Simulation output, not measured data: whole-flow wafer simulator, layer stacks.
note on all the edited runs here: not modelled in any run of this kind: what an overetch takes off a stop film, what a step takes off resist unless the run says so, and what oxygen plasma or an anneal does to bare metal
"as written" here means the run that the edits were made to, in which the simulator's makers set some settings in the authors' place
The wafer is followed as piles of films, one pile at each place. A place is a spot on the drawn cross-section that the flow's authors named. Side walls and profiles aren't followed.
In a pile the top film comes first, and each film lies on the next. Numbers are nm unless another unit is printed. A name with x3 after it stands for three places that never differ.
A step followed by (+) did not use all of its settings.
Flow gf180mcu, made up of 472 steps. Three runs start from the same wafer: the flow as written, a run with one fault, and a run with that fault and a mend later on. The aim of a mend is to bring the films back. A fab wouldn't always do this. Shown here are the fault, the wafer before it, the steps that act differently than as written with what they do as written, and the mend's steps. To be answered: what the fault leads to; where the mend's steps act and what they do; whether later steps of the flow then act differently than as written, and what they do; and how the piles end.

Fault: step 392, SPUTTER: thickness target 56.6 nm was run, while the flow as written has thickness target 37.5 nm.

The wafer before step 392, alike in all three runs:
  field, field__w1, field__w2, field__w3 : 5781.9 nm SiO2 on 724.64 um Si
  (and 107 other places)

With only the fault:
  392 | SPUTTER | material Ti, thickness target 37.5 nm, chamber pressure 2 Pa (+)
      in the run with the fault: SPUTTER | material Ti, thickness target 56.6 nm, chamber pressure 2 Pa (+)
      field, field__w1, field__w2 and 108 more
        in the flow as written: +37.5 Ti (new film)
        in the run with the fault: +56.6 Ti (new film)
  Steps later in the flow that act otherwise than as written (not shown: 1 more step that differs only slightly, by at most 2% or 0.5 nm, whichever is larger):
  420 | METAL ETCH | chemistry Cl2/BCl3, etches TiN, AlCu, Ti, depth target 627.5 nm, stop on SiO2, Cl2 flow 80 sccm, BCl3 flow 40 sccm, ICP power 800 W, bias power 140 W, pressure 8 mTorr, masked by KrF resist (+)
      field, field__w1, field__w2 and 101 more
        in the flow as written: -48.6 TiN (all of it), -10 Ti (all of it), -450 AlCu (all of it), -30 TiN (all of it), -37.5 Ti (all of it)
        in the run with the fault: -48.6 TiN (all of it), -10 Ti (all of it), -450 AlCu (all of it), -30 TiN (all of it), -56.6 Ti (all of it)
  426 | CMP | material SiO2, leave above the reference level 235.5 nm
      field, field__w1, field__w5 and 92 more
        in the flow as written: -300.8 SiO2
        in the run with the fault: -281.7 SiO2
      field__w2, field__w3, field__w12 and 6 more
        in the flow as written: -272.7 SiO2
        in the run with the fault: -252.7 SiO2
  The piles end different from the flow's at field__w4, field__w8, contact, m1, m1__w1, mim, mim_1p0, m1_nw by more than 2% or 0.5 nm, whichever is larger.
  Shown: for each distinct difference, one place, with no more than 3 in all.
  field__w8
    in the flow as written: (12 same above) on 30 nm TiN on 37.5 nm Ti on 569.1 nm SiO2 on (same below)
    in the run with the fault: (12 same above) on 30 nm TiN on 56.6 nm Ti on 569.1 nm SiO2 on (same below)
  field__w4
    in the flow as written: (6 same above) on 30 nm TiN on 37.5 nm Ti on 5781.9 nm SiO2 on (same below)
    in the run with the fault: (6 same above) on 30 nm TiN on 56.6 nm Ti on 5781.9 nm SiO2 on (same below)
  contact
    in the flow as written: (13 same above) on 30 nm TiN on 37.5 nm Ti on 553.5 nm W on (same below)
    in the run with the fault: (13 same above) on 30 nm TiN on 56.6 nm Ti on 553.5 nm W on (same below)

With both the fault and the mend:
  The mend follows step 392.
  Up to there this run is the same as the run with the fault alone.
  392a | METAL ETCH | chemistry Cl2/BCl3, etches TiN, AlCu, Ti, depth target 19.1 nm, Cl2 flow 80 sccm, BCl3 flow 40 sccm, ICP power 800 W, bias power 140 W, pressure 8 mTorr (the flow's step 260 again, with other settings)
      field, field__w1, field__w2 and 108 more
        -19.1 Ti
  None of the later steps of the flow acts differently than as written at any place that is followed.
  By the end, the piles equal the flow's at every place that both follow.
